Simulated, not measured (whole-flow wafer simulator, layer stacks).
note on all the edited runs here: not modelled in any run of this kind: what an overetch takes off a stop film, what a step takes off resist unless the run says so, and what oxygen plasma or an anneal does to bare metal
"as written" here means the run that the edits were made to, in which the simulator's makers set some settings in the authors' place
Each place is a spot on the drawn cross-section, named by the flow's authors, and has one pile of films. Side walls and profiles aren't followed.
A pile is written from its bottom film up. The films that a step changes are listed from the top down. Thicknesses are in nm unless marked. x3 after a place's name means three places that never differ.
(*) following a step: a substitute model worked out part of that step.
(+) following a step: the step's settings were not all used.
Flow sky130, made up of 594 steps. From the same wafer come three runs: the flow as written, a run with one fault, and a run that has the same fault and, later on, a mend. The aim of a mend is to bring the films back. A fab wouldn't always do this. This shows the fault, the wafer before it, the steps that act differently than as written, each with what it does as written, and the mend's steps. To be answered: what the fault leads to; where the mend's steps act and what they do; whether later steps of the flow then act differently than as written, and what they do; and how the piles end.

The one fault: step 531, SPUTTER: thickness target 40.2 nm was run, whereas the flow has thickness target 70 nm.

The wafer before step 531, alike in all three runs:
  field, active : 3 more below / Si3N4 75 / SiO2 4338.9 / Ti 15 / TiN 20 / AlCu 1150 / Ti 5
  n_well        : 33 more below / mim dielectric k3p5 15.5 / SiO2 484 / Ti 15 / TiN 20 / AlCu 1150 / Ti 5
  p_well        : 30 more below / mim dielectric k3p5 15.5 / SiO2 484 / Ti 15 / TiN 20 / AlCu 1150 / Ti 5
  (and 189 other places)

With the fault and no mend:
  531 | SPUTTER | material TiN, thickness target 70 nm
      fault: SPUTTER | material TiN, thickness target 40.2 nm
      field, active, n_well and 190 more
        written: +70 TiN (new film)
        fault: +40.2 TiN (new film)
  Steps later in the flow that act otherwise than as written (17 more steps, not shown, differ only slightly: by at most 2% or 0.5 nm, whichever is larger):
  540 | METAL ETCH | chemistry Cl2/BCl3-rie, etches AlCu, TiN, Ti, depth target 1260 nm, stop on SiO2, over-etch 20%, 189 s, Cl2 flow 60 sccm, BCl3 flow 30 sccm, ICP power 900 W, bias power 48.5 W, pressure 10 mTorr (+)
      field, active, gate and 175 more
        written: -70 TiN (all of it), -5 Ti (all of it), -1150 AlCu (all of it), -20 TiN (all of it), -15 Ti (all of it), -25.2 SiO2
        fault: -40.2 TiN (all of it), -5 Ti (all of it), -1150 AlCu (all of it), -20 TiN (all of it), -15 Ti (all of it), -28.2 SiO2
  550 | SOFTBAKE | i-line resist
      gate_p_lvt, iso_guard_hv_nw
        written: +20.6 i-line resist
        fault: +20 i-line resist
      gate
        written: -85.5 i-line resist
        fault: -82.6 i-line resist
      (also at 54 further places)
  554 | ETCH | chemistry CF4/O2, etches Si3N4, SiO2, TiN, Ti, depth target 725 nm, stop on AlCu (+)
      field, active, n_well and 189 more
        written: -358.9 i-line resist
        fault: -329.1 i-line resist
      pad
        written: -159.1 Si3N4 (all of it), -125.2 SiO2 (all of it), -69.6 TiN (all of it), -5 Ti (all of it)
        fault: -159.1 Si3N4 (all of it), -125.2 SiO2 (all of it), -39.8 TiN (all of it), -5 Ti (all of it)
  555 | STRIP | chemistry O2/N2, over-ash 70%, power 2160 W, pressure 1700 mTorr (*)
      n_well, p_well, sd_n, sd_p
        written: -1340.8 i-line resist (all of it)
        fault: -1396.8 i-line resist (all of it)
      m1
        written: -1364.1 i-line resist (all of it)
        fault: -1419.5 i-line resist (all of it)
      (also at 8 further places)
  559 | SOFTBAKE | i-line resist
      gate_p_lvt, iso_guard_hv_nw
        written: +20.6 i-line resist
        fault: +20 i-line resist
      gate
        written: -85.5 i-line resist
        fault: -82.6 i-line resist
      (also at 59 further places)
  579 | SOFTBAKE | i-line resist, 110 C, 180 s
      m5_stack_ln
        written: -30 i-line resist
        fault: -29.3 i-line resist
  The piles end different from the flow's at n_well, p_well, sd_n and 11 more by more than 2% or 0.5 nm, whichever is larger.
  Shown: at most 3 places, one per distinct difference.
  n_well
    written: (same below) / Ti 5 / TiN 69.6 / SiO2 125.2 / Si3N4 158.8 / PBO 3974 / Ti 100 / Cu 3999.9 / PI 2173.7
    fault: (same below) / Ti 5 / TiN 39.8 / SiO2 125.2 / Si3N4 158.8 / PBO 3995.4 / Ti 100 / Cu 3999.9 / PI 2177.2
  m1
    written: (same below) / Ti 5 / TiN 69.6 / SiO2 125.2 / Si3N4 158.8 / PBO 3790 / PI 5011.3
    fault: (same below) / Ti 5 / TiN 39.8 / SiO2 125.2 / Si3N4 158.8 / PBO 3814.8 / PI 5012.8
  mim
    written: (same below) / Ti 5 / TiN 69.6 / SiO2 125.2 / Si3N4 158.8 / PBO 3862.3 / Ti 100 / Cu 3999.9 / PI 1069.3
    fault: (same below) / Ti 5 / TiN 39.8 / SiO2 125.2 / Si3N4 158.8 / PBO 3885.3 / Ti 100 / Cu 3999.9 / PI 1072

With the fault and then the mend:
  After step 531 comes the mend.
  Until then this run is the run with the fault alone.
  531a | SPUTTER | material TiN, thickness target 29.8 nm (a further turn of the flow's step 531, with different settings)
      field, active, n_well and 190 more
        +29.8 TiN
  Later steps of the flow that are run all act as written at every place that is followed.
  At every place that both follow, the piles at the end match the flow's.
